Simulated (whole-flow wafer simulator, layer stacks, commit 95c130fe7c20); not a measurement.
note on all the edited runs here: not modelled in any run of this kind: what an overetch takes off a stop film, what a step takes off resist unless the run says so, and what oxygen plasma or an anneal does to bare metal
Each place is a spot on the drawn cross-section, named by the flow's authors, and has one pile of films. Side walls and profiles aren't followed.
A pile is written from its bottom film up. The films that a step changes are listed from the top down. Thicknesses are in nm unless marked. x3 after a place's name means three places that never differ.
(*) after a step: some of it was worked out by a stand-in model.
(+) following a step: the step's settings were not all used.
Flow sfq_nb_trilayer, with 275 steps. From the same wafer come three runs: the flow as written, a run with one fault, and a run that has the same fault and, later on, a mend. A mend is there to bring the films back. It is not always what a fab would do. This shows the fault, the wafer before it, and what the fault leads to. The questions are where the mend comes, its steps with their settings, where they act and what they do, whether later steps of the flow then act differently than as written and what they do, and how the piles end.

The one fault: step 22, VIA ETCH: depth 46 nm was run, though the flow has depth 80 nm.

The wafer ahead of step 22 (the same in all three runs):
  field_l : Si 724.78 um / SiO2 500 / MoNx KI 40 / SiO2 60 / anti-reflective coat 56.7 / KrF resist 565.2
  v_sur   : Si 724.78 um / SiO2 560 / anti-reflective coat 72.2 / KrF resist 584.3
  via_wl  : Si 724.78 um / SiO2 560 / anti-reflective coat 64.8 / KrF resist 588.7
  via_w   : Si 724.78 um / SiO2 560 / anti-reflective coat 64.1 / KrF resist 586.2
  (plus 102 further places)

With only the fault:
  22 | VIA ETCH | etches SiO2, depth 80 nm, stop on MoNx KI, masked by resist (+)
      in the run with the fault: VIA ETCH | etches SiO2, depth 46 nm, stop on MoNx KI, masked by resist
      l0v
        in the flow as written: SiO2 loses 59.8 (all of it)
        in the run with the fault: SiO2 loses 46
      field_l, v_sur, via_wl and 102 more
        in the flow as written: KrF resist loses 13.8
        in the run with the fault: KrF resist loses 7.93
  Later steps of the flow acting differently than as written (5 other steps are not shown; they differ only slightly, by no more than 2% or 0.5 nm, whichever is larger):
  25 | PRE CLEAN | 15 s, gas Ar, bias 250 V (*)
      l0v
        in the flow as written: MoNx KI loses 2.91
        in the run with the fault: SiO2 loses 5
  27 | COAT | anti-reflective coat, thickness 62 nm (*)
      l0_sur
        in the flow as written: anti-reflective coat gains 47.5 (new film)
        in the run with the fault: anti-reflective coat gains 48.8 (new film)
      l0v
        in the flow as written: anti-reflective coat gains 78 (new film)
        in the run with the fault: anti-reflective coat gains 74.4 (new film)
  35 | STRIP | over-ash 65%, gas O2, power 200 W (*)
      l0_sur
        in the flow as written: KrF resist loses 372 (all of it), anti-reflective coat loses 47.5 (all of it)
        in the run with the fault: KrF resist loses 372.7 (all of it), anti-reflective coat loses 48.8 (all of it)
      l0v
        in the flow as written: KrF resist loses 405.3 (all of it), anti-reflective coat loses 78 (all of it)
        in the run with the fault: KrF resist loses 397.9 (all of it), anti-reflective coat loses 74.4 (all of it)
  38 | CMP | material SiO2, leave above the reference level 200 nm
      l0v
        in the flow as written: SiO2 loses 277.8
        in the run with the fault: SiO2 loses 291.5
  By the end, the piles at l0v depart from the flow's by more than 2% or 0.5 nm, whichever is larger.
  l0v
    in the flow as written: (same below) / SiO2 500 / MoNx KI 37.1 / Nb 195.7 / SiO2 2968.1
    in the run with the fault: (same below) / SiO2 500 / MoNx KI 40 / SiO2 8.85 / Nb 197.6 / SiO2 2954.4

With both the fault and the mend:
  The mend follows step 23.
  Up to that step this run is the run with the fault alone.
  23a | COAT | anti-reflective coat, thickness 62 nm (*) (the flow's step 15 again)
      p4_fl x3, p4_w1 x9, p4_g1 x2 and 59 more
        anti-reflective coat gains 62 (new film)
      jj_sur, ce_l, c5j and 6 more
        anti-reflective coat gains 63.6 (new film)
      be, be_sur, gap, moat, field_r, lsp_l
        anti-reflective coat gains 63.7 (new film)
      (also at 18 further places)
  23b | COAT | KrF resist, thickness 650 nm (*) (the flow's step 16 again)
      p4_fl x3, p4_w1 x9, p4_g1 x2 and 59 more
        KrF resist gains 650 (new film)
      jj_sur, ce_l, c5j, ce_r, r_sur, res, r_end
        KrF resist gains 656.8 (new film)
      l0r_line_l, l0r_line_c, l0r_line_r
        KrF resist gains 646 (new film)
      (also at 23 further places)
  23c | SOFTBAKE | KrF resist (the flow's step 17 again)
      does not change any film at any place that is followed
  23d | EXPOSE | photomask L0V, dose 12.41 mJ/cm2, NA 0.6, wavelength 248 nm (*) (the flow's step 18 again)
      does not change any film at any place that is followed
  23e | PEB | KrF resist, 90 s (the flow's step 19 again)
      p4_fl x3, p4_w1 x9, p4_g1 x2 and 59 more
        KrF resist loses 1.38
      via_v, wire, be and 17 more
        KrF resist loses 1.39
      v_sur, via_w, via_wr, via_sp, ln_m6
        KrF resist loses 1.4
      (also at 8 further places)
  23f | DEVELOP | KrF resist, thickness 650 nm, 60 s (the flow's step 20 again)
      field_l, v_sur, via_wl and 102 more
        KrF resist loses 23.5
      l0v
        KrF resist loses 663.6 (all of it)
  23g | VIA ETCH | etches anti-reflective coat, depth 125 nm, masked by resist (*) (+) (the flow's step 21 again)
      field_l, v_sur, via_wl and 102 more
        KrF resist loses 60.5
      l0v
        anti-reflective coat loses 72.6 (all of it), SiO2 loses 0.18
  23h | VIA ETCH | etches SiO2, depth 34 nm, stop on MoNx KI, masked by resist (+) (the flow's step 22 again, with other settings)
      field_l, v_sur, via_wl and 102 more
        KrF resist loses 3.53
      l0v
        SiO2 loses 13.7 (all of it)
  23i | STRIP | over-ash 65%, gas O2, power 200 W (*) (the flow's step 23 again)
      p4_fl x3, p4_w1 x9, p4_g1 x2 and 59 more
        KrF resist loses 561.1 (all of it), anti-reflective coat loses 62 (all of it)
      ce_l, c5j, ce_r, sp_r, be_r, r_sur, res
        KrF resist loses 567.8 (all of it), anti-reflective coat loses 63.6 (all of it)
      l0r_line_l, l0r_line_c, l0r_line_r
        KrF resist loses 557.1 (all of it), anti-reflective coat loses 59 (all of it)
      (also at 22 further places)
  None of the later steps of the flow acts differently than as written at any place that is followed.
  The piles end the same as the flow's at every place that both follow.
